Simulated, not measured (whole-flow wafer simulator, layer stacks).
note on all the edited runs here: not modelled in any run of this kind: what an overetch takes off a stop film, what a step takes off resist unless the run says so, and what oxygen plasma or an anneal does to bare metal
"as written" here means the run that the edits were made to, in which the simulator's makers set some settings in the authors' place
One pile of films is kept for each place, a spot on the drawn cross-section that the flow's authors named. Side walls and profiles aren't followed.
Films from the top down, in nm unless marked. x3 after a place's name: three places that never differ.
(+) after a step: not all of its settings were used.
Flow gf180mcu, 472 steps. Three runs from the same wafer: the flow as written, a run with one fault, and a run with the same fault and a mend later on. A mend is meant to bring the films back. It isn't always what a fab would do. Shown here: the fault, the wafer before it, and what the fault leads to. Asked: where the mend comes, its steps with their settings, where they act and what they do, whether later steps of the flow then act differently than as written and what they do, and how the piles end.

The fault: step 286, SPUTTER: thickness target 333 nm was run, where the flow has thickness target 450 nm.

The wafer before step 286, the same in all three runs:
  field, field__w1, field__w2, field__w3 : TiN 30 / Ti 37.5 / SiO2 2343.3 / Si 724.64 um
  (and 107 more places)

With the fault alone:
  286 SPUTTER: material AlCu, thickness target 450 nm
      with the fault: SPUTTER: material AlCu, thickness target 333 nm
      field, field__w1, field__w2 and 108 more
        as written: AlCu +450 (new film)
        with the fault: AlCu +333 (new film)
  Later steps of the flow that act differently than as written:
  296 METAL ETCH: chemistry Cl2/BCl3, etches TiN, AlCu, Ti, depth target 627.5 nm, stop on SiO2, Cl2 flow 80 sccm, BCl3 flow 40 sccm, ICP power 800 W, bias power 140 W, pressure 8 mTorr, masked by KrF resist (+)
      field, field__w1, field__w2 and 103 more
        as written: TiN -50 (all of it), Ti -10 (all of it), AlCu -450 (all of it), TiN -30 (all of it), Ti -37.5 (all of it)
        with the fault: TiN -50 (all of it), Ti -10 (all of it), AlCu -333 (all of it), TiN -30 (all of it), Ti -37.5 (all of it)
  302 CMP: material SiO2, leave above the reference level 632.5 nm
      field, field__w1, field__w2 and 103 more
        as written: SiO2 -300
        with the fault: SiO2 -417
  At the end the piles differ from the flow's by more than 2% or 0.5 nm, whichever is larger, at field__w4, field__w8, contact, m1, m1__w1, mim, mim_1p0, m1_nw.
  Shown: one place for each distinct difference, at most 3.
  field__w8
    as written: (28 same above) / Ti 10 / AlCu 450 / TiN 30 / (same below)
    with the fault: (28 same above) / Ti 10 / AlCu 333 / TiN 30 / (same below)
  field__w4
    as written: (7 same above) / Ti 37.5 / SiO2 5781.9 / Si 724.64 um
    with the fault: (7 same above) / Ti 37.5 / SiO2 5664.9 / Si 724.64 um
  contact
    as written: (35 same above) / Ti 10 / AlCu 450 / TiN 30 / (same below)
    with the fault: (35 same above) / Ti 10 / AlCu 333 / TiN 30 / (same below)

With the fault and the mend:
  The mend comes after step 286.
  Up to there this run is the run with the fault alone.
  286a SPUTTER: material AlCu, thickness target 117 nm (the flow's step 286 once more, with other settings)
      field, field__w1, field__w2 and 108 more
        AlCu +117
  No later step of the flow acts differently than as written at any place that is followed.
  At the end the piles are the same as the flow's at every place that both follow.
